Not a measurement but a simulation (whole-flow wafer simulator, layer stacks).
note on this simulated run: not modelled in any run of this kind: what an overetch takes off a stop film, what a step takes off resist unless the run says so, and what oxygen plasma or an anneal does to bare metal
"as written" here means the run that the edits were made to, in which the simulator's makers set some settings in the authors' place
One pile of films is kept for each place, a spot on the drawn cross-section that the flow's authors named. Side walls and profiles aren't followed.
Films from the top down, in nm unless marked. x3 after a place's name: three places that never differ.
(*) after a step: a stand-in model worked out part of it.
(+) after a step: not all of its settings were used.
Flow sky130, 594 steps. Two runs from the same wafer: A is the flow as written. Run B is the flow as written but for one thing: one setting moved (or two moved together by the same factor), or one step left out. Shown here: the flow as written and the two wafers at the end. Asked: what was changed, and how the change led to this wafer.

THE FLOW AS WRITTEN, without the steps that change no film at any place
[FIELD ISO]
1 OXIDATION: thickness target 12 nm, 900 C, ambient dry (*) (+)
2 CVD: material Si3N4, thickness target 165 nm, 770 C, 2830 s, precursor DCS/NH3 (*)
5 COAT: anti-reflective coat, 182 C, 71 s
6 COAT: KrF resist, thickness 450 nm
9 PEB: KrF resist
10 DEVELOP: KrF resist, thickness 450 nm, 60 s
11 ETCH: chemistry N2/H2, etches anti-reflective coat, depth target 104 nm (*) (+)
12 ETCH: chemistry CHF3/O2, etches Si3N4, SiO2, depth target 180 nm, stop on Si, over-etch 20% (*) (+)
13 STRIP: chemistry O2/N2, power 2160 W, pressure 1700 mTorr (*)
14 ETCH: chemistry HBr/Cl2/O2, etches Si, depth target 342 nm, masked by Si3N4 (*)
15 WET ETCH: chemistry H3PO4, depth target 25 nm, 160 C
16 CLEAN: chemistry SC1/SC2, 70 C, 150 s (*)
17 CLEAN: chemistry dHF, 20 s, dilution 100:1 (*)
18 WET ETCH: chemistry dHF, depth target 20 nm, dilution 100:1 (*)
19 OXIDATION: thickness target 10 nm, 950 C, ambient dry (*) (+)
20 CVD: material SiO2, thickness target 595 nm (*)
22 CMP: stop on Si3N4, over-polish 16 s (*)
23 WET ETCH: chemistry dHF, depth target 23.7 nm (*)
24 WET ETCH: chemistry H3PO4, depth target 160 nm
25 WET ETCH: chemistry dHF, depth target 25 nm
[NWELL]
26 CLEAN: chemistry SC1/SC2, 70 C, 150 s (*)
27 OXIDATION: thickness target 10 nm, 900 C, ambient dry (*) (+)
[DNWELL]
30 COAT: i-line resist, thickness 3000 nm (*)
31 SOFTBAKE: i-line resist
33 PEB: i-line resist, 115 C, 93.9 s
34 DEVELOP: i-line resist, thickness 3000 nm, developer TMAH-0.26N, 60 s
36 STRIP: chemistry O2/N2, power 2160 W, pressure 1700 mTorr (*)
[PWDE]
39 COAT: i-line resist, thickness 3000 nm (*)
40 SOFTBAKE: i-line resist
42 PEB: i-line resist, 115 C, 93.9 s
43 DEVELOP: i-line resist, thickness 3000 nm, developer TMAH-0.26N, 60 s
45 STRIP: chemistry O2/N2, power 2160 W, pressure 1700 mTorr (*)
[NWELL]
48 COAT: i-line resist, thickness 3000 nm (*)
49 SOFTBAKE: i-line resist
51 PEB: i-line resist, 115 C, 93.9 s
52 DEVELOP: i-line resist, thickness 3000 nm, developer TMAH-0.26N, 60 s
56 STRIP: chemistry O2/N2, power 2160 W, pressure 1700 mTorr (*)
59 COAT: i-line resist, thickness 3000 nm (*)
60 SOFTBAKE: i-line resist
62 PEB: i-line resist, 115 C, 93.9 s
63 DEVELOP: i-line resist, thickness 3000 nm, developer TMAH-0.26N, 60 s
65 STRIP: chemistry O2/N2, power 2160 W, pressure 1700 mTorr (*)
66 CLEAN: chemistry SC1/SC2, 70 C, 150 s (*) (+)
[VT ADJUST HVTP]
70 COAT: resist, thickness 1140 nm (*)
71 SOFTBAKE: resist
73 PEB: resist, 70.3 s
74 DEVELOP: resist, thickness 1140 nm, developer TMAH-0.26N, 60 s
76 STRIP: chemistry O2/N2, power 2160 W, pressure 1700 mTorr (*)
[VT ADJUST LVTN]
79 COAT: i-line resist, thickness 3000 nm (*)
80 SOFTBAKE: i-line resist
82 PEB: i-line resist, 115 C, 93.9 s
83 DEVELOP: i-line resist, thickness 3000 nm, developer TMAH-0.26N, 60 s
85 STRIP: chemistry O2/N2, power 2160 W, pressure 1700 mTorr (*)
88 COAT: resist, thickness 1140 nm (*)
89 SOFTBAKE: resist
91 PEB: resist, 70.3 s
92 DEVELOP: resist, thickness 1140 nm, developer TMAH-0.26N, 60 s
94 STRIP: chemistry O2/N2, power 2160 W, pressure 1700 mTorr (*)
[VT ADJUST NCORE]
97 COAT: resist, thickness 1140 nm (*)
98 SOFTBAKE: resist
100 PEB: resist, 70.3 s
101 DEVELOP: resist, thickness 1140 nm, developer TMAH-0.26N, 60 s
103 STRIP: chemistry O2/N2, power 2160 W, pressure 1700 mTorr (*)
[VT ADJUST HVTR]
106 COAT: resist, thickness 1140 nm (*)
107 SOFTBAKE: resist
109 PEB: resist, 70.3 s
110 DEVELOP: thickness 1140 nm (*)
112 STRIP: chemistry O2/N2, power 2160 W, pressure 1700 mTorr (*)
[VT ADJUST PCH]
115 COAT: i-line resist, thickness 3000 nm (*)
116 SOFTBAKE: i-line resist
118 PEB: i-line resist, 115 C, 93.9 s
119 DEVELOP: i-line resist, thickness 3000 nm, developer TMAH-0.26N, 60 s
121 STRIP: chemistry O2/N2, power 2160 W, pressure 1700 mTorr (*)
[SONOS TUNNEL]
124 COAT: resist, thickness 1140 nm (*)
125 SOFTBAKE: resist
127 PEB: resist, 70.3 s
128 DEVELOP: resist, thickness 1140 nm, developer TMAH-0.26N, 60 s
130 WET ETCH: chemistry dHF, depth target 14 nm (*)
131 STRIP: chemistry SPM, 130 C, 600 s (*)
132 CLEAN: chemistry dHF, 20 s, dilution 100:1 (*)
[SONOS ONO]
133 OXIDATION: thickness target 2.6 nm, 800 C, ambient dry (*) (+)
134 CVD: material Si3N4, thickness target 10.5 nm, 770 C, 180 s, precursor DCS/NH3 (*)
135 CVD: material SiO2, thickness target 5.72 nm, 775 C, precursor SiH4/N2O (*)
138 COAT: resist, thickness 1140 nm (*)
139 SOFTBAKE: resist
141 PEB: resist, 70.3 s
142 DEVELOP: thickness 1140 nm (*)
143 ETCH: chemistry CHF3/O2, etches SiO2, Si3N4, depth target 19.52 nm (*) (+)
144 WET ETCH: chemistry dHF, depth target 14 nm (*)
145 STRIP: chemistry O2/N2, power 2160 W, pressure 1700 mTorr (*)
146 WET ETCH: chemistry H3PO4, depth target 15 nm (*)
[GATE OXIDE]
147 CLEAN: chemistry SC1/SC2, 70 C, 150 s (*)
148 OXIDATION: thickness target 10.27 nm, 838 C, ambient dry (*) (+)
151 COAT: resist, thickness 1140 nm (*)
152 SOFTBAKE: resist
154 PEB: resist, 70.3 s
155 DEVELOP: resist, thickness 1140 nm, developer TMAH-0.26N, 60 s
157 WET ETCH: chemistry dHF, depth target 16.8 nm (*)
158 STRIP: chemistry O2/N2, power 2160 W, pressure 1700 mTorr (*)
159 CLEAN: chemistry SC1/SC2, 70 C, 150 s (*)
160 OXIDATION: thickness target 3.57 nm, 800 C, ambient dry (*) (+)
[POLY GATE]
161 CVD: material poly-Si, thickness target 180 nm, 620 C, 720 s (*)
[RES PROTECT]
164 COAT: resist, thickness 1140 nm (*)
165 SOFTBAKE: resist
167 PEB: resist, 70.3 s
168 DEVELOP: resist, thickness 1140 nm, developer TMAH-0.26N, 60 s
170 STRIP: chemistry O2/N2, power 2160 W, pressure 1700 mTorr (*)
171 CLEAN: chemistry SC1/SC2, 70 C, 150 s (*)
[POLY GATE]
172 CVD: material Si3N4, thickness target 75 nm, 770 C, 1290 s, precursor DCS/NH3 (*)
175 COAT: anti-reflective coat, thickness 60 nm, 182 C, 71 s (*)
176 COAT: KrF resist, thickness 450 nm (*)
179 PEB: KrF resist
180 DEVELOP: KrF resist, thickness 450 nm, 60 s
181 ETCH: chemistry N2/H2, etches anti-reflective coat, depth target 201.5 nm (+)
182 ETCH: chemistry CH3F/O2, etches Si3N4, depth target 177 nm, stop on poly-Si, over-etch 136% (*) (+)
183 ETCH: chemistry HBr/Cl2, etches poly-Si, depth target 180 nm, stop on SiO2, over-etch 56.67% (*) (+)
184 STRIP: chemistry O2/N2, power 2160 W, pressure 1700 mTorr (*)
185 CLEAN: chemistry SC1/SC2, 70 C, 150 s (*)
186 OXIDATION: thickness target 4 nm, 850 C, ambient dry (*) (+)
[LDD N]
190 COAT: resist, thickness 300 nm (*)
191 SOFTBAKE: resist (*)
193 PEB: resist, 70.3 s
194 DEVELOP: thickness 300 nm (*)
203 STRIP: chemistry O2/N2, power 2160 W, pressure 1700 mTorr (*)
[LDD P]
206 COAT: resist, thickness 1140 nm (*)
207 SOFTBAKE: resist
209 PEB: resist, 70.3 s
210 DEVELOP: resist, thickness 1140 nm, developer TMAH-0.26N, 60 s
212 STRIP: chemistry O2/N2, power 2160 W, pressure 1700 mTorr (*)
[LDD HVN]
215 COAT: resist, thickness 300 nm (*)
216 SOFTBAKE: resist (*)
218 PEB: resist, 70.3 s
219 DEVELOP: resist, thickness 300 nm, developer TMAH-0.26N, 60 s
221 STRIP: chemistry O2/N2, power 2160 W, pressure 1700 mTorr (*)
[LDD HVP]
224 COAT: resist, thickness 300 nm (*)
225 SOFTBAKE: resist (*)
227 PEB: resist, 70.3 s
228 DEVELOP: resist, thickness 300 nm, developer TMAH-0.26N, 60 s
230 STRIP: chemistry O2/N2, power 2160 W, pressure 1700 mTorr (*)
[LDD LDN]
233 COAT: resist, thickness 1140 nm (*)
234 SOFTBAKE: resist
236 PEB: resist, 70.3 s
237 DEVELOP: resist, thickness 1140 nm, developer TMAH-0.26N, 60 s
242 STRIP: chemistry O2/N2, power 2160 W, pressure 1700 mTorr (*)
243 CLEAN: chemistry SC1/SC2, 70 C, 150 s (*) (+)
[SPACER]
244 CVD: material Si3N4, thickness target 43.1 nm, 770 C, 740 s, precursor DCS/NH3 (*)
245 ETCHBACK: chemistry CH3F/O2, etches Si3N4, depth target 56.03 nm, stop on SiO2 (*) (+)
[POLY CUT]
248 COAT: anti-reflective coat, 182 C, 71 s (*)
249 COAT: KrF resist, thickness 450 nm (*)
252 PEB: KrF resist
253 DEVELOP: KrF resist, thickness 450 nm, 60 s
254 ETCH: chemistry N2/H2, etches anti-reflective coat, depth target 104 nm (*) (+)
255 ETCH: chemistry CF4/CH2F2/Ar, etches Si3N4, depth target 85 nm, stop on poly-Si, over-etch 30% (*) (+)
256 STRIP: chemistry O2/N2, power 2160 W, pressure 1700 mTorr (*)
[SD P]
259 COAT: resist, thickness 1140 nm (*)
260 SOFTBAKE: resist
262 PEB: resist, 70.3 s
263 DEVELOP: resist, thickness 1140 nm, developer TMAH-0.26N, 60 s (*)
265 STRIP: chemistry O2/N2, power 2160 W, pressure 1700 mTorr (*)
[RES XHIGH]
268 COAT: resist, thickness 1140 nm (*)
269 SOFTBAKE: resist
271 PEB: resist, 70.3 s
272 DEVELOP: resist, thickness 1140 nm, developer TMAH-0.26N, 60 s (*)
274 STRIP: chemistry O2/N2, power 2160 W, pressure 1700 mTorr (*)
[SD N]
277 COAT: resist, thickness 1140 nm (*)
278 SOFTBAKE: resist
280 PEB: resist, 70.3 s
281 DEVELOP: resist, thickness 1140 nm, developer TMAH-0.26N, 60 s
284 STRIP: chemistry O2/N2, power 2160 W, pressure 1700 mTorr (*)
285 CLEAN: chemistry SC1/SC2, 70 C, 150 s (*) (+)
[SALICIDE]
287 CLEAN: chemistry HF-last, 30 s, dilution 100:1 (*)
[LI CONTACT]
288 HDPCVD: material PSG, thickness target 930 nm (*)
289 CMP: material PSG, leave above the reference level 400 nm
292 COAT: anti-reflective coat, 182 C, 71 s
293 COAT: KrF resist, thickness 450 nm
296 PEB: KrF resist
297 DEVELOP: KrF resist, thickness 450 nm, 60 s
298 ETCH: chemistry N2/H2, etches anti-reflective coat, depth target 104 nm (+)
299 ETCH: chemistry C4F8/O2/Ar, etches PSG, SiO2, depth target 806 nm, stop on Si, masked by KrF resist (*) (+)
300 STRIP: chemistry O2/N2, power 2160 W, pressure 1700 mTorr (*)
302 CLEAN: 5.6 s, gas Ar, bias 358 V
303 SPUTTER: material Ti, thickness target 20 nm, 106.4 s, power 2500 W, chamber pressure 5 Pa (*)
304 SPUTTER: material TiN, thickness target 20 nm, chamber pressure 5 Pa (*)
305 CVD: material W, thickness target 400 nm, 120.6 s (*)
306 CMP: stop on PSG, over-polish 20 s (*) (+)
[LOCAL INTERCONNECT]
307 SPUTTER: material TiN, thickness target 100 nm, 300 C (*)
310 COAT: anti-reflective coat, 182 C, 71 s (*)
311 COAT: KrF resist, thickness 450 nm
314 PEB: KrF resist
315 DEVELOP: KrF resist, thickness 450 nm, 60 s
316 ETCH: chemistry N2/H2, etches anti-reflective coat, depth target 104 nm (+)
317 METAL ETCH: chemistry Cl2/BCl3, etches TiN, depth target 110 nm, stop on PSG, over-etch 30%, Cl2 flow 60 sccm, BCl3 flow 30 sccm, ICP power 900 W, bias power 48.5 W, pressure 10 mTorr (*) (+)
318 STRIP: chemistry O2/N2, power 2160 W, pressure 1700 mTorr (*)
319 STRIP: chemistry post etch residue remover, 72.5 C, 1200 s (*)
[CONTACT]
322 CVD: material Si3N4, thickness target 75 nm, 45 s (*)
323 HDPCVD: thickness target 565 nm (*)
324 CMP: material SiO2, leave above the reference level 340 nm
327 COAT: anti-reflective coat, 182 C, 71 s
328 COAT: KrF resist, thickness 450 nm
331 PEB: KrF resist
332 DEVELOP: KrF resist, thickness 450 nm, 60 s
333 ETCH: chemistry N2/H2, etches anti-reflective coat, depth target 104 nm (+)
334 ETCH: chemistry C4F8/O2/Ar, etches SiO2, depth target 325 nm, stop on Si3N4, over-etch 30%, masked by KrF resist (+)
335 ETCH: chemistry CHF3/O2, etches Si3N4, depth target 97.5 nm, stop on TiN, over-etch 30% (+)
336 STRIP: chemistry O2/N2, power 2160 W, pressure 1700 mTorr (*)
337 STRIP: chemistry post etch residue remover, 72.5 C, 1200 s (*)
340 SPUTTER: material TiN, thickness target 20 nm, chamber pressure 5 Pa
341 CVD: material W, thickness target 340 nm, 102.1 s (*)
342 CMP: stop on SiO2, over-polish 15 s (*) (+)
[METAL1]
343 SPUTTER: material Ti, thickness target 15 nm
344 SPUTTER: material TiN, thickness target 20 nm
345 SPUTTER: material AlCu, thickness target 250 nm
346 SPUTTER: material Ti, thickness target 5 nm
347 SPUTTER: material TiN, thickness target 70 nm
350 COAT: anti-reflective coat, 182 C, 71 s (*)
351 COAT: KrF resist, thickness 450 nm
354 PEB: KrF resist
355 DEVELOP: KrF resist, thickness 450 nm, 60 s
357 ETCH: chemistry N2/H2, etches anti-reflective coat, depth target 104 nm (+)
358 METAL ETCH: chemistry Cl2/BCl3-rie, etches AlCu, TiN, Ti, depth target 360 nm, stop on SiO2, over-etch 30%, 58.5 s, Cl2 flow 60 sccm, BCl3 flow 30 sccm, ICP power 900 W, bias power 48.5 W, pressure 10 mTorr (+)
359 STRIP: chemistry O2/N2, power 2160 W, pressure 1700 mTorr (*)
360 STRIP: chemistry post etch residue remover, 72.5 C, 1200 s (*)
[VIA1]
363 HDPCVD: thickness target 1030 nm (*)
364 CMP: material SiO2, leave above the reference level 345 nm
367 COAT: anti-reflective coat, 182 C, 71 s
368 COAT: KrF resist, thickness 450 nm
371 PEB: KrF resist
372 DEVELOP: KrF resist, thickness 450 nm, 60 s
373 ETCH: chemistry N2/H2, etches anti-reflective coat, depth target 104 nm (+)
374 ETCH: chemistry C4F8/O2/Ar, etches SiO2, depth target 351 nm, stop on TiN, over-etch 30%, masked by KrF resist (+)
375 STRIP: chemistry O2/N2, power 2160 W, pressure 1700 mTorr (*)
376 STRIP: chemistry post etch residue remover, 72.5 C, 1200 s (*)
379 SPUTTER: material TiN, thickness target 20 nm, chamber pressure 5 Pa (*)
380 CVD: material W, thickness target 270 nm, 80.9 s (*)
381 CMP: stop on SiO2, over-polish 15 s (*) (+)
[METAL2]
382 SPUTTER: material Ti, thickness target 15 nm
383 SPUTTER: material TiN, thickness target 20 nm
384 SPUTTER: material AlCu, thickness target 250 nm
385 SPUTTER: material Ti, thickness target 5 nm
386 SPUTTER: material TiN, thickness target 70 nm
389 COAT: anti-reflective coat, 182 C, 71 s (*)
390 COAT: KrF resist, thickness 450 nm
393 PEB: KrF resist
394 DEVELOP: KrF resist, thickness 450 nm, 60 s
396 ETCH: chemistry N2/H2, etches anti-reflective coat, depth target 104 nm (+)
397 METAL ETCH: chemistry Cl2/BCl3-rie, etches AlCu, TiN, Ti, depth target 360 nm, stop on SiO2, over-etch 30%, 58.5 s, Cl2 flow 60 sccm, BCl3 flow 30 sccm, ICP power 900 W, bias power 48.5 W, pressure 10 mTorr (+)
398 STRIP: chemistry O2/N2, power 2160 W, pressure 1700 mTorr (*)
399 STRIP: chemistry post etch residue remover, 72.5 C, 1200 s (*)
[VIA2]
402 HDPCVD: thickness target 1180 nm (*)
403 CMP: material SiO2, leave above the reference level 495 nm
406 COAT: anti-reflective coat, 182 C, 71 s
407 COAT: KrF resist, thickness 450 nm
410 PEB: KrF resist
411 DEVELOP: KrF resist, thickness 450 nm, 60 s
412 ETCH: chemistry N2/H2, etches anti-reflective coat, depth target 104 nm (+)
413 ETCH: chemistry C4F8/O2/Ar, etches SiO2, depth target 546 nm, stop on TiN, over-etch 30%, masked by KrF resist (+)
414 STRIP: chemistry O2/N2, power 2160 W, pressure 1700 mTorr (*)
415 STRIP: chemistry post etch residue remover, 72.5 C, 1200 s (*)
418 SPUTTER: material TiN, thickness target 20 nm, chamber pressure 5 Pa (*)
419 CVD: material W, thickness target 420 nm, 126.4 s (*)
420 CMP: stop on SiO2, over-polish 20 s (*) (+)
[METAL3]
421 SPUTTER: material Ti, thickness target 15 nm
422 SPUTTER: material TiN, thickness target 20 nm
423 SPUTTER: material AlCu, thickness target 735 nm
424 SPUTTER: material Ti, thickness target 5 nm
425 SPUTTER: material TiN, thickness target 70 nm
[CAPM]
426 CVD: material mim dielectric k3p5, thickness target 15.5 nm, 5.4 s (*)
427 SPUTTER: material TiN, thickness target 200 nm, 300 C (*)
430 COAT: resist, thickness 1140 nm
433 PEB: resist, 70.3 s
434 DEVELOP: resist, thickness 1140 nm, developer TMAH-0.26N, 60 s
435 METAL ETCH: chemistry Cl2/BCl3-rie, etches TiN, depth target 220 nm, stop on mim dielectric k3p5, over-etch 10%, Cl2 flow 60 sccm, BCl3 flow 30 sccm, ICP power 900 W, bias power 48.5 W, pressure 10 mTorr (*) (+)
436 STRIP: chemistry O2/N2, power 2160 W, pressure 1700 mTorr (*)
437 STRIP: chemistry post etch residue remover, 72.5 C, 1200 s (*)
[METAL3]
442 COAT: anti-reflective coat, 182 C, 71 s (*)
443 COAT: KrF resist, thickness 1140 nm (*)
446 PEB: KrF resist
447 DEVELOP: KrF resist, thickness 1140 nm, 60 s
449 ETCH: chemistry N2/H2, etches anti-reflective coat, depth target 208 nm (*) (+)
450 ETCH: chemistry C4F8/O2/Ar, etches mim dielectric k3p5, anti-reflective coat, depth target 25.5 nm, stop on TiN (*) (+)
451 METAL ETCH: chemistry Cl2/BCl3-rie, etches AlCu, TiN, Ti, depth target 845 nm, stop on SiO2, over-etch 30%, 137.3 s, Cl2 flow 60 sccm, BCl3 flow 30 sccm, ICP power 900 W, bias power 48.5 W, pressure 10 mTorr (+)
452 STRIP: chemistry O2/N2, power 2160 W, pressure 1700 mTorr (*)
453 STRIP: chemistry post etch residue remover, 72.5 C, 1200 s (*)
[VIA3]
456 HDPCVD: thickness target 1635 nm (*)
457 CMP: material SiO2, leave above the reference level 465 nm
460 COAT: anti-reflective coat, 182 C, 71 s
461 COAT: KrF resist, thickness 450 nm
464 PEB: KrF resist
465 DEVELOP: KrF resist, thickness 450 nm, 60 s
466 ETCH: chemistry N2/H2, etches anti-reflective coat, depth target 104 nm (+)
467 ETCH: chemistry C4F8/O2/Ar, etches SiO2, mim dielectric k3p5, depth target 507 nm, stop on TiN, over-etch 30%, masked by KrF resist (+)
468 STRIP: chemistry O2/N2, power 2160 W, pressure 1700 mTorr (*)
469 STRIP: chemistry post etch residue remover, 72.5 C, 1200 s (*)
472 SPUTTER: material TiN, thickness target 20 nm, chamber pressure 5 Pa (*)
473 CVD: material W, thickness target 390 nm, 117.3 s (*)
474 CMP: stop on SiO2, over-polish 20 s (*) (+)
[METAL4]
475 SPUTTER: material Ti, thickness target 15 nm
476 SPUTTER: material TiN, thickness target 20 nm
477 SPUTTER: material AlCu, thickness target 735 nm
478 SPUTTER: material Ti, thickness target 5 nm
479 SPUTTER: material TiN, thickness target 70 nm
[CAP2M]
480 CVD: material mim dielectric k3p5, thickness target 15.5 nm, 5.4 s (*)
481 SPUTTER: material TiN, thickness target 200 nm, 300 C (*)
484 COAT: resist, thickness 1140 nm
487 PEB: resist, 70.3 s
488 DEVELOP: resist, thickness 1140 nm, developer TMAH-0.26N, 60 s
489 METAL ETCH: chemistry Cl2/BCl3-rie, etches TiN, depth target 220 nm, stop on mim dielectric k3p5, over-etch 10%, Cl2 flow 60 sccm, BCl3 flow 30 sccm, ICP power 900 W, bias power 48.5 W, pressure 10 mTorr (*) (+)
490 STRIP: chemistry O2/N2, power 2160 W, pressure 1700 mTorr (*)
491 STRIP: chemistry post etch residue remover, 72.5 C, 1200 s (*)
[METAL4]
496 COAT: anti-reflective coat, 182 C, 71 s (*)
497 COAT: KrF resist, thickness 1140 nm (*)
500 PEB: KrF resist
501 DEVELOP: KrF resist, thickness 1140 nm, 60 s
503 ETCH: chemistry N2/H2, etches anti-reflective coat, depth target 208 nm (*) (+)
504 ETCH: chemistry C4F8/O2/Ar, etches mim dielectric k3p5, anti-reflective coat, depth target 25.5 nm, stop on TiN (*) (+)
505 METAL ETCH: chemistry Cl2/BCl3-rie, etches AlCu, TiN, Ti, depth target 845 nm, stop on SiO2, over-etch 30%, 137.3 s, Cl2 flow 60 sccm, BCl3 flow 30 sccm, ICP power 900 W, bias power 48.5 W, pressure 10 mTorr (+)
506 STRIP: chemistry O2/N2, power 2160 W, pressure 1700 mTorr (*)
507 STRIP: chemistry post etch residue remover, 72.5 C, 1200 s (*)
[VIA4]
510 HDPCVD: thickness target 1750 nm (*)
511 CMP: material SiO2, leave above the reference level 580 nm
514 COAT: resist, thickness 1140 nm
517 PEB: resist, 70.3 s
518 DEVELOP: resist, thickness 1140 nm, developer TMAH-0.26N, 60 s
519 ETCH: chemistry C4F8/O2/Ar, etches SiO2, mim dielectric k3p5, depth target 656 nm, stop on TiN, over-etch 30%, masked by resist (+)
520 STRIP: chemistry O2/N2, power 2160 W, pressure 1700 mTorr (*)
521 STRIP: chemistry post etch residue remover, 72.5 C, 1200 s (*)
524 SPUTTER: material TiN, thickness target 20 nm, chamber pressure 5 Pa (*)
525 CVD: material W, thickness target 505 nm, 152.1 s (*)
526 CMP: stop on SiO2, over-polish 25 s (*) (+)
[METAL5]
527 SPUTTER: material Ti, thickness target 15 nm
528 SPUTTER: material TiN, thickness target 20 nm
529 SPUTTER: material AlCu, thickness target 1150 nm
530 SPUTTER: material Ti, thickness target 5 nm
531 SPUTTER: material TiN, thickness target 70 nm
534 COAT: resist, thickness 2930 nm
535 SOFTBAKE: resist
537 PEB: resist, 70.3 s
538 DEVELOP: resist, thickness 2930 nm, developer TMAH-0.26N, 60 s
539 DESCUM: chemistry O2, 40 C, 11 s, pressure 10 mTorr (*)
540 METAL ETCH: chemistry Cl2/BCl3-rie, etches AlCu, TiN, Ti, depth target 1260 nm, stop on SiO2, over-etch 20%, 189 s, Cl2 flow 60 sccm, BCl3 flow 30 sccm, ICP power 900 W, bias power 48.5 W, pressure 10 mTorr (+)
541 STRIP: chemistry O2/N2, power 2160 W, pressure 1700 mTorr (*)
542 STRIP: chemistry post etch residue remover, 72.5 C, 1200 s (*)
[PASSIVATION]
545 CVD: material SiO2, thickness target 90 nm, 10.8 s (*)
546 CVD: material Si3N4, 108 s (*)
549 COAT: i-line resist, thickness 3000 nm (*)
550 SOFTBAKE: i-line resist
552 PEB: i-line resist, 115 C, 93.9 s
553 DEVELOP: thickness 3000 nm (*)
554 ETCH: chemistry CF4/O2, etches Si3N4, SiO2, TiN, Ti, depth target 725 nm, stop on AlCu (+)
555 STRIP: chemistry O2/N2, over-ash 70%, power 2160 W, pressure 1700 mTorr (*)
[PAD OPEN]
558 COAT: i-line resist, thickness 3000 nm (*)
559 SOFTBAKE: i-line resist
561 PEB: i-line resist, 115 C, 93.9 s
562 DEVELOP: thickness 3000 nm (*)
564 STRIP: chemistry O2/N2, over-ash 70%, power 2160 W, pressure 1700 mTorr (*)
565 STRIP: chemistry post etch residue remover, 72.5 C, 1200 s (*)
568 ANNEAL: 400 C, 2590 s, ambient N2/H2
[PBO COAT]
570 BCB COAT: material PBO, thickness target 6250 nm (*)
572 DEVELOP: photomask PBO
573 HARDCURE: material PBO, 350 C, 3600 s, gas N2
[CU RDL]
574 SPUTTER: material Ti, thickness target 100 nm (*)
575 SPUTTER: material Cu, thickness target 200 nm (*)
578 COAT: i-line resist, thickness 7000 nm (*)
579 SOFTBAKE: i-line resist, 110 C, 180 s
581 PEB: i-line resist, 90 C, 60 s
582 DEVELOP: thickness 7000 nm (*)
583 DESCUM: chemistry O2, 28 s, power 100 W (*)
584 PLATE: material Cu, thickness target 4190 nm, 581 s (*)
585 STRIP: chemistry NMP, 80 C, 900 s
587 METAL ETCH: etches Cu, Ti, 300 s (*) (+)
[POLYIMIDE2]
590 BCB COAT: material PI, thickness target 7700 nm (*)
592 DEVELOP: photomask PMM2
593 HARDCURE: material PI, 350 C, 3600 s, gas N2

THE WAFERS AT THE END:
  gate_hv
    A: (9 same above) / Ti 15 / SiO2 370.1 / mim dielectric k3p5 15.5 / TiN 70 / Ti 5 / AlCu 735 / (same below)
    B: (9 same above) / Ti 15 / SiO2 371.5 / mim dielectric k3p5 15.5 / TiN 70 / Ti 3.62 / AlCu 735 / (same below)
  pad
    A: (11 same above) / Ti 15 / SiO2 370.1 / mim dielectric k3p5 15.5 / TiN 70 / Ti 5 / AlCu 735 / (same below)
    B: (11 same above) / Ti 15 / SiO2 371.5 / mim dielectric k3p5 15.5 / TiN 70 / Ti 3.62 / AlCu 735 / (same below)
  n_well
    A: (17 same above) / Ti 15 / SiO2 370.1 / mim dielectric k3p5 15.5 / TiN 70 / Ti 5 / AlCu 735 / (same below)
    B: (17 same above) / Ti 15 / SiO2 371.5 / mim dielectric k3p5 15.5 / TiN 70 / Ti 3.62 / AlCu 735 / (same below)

The cause: step 424, SPUTTER: thickness target 3.62 nm was run, where the flow has thickness target 5 nm.
It can be read off the wafer: gate_hv has Ti 3.62, and step 424 as written asks for 5 nm.

How the change led to this, step by step:
  424 SPUTTER: material Ti, thickness target 5 nm
      field, active, n_well and 188 more: A Ti +5 (new film) | B Ti +3.62 (new film)
  451 METAL ETCH: chemistry Cl2/BCl3-rie, etches AlCu, TiN, Ti, depth target 845 nm, stop on SiO2, over-etch 30%, 137.3 s, Cl2 flow 60 sccm, BCl3 flow 30 sccm, ICP power 900 W, bias power 48.5 W, pressure 10 mTorr (+)
      field, gate, spacer and 68 more: A TiN -70 (all of it), Ti -5 (all of it), AlCu -735 (all of it), TiN -20 (all of it), Ti -15 (all of it), SiO2 -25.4 | B TiN -70 (all of it), Ti -3.62 (all of it), AlCu -735 (all of it), TiN -20 (all of it), Ti -15 (all of it), SiO2 -25.5
      active, vpp_ln, vpp_iso2 and 11 more: A TiN -70 (all of it), Ti -5 (all of it), AlCu -735 (all of it), TiN -20 (all of it), Ti -15 (all of it), SiO2 -25.3 | B TiN -70 (all of it), Ti -3.62 (all of it), AlCu -735 (all of it), TiN -20 (all of it), Ti -15 (all of it), SiO2 -25.5
